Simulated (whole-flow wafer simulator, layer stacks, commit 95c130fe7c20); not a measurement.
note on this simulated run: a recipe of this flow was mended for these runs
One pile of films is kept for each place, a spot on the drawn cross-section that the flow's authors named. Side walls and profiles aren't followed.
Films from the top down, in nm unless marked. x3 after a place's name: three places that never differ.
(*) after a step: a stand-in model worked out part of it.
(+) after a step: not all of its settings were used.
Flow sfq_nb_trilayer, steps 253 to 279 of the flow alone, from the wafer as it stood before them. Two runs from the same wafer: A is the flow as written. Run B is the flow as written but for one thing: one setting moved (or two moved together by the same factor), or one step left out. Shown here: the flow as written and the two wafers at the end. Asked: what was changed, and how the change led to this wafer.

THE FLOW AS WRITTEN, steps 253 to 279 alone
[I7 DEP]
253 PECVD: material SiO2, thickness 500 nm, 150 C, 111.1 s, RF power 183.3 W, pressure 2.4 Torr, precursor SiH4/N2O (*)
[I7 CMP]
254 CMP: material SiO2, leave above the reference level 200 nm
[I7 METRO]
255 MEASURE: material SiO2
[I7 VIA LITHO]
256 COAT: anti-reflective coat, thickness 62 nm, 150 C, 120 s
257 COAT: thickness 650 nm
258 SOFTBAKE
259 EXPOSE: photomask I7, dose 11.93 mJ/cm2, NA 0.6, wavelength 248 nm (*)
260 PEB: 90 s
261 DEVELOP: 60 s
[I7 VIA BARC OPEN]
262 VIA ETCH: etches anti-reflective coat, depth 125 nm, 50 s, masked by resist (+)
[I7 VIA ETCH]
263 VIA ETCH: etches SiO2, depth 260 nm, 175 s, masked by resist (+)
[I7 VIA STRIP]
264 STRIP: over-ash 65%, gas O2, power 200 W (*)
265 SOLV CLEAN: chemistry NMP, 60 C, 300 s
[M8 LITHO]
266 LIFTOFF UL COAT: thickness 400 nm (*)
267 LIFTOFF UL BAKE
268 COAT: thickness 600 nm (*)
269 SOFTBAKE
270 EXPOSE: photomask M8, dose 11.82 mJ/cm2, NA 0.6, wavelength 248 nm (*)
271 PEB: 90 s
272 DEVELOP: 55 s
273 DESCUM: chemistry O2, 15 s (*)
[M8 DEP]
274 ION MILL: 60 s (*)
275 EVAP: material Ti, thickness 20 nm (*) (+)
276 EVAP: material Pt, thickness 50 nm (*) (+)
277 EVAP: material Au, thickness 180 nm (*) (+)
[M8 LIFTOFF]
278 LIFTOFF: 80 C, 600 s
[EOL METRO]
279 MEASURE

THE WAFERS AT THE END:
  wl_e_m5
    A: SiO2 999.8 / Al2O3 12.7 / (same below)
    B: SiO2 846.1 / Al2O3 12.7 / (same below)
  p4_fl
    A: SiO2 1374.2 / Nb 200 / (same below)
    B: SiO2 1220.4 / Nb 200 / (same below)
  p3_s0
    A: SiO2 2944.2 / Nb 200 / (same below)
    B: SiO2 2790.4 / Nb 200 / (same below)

The cause: step 253, PECVD: 55.56 s was run, where the flow has 111.1 s.

How the change led to this, step by step:
  253 PECVD: material SiO2, thickness 500 nm, 150 C, 111.1 s, RF power 183.3 W, pressure 2.4 Torr, precursor SiH4/N2O (*)
      field_l, p4_fl, p4_fm and 56 more: A SiO2 +500 | B SiO2 +250.2
      v_sur, via_wl, via_w and 37 more: A SiO2 +500 (new film) | B SiO2 +250.2 (new film)
      (and at 7 more places)
  254 CMP: material SiO2, leave above the reference level 200 nm
      field_l, p4_fl, p4_fm and 56 more: A SiO2 -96 | B nothing
      field_r, lsp_l: A SiO2 -73.2 | B nothing
      (and at 45 more places)
  256 COAT: anti-reflective coat, thickness 62 nm, 150 C, 120 s
      wl_j_sr, wl_a_sl, wl_a_m6, wl_g_sr: A anti-reflective coat +62 (new film) | B anti-reflective coat +58.2 (new film)
      m0r_line_l, m0r_line_r, m6r_line_l, m6r_line_r: A anti-reflective coat +62 (new film) | B anti-reflective coat +41.9 (new film)
      (and at 89 more places)
  257 COAT: thickness 650 nm
      m0r_line_l, m0r_line_r, m6r_line_l, m6r_line_r: A KrF-resist-other-grade +650 (new film) | B KrF-resist-other-grade +701.2 (new film)
      be, lsp_r: A KrF-resist-other-grade +650 (new film) | B KrF-resist-other-grade +614 (new film)
      (and at 71 more places)
  261 DEVELOP: 60 s
      via_wl: A KrF-resist-other-grade -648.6 (all of it) | B KrF-resist-other-grade -603.1 (all of it)
      via_w: A KrF-resist-other-grade -648.6 (all of it) | B KrF-resist-other-grade -599.8 (all of it)
      (and at 1 more place)
  262 VIA ETCH: etches anti-reflective coat, depth 125 nm, 50 s, masked by resist (+)
      via_wl: A anti-reflective coat -62 (all of it), SiO2 -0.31 | B anti-reflective coat -56.4 (all of it), SiO2 -0.34
      via_w: A anti-reflective coat -62 (all of it), SiO2 -0.31 | B anti-reflective coat -67.5 (all of it), SiO2 -0.29
      (and at 1 more place)
  264 STRIP: over-ash 65%, gas O2, power 200 W (*)
      m0r_line_l, m0r_line_r, m6r_line_l, m6r_line_r: A KrF-resist-other-grade -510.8 (all of it), anti-reflective coat -62 (all of it) | B KrF-resist-other-grade -561.9 (all of it), anti-reflective coat -41.9 (all of it)
      m0r_space_l, m0r_space_r, m6r_space_l, m6r_space_r: A KrF-resist-other-grade -510.8 (all of it), anti-reflective coat -62 (all of it) | B KrF-resist-other-grade -522 (all of it), anti-reflective coat -90.9 (all of it)
      (and at 90 more places)
  266 LIFTOFF UL COAT: thickness 400 nm (*)
      m0r_line_l, m0r_line_r, m6r_line_l, m6r_line_r: A lift-off-underlayer +400 (new film) | B lift-off-underlayer +435.1 (new film)
      m0r_space_l, m0r_space_r, m6r_space_l, m6r_space_r: A lift-off-underlayer +400 (new film) | B lift-off-underlayer +448.8 (new film)
      (and at 82 more places)
  268 COAT: thickness 600 nm (*)
      m0r_line_l, m0r_line_r, m6r_line_l, m6r_line_r: A KrF-resist-other-grade +600 (new film) | B KrF-resist-other-grade +614.8 (new film)
      c5j, ce_r: A KrF-resist-other-grade +597 (new film) | B KrF-resist-other-grade +579.2 (new film)
      (and at 54 more places)
  272 DEVELOP: 55 s
      field_l: A KrF-resist-other-grade -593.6 (all of it), lift-off-underlayer -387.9 (all of it) | B KrF-resist-other-grade -610.2 (all of it), lift-off-underlayer -441.2 (all of it)
      v_sur: A KrF-resist-other-grade -607.6 (all of it), lift-off-underlayer -368.7 (all of it) | B KrF-resist-other-grade -590.2 (all of it), lift-off-underlayer -312.3 (all of it)
      (and at 9 more places)
  278 LIFTOFF: 80 C, 600 s
      m0r_line_l, m0r_line_r, m6r_line_l, m6r_line_r: A Au -180 (all of it), Pt -50 (all of it), Ti -20 (all of it), KrF-resist-other-grade -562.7 (all of it), lift-off-underlayer -400 (all of it) | B Au -180 (all of it), Pt -50 (all of it), Ti -20 (all of it), KrF-resist-other-grade -577.4 (all of it), lift-off-underlayer -435.1 (all of it)
      m0r_space_l, m0r_space_r, m6r_space_l, m6r_space_r: A Au -180 (all of it), Pt -50 (all of it), Ti -20 (all of it), KrF-resist-other-grade -562.7 (all of it), lift-off-underlayer -400 (all of it) | B Au -180 (all of it), Pt -50 (all of it), Ti -20 (all of it), KrF-resist-other-grade -566.3 (all of it), lift-off-underlayer -448.8 (all of it)
      (and at 71 more places)
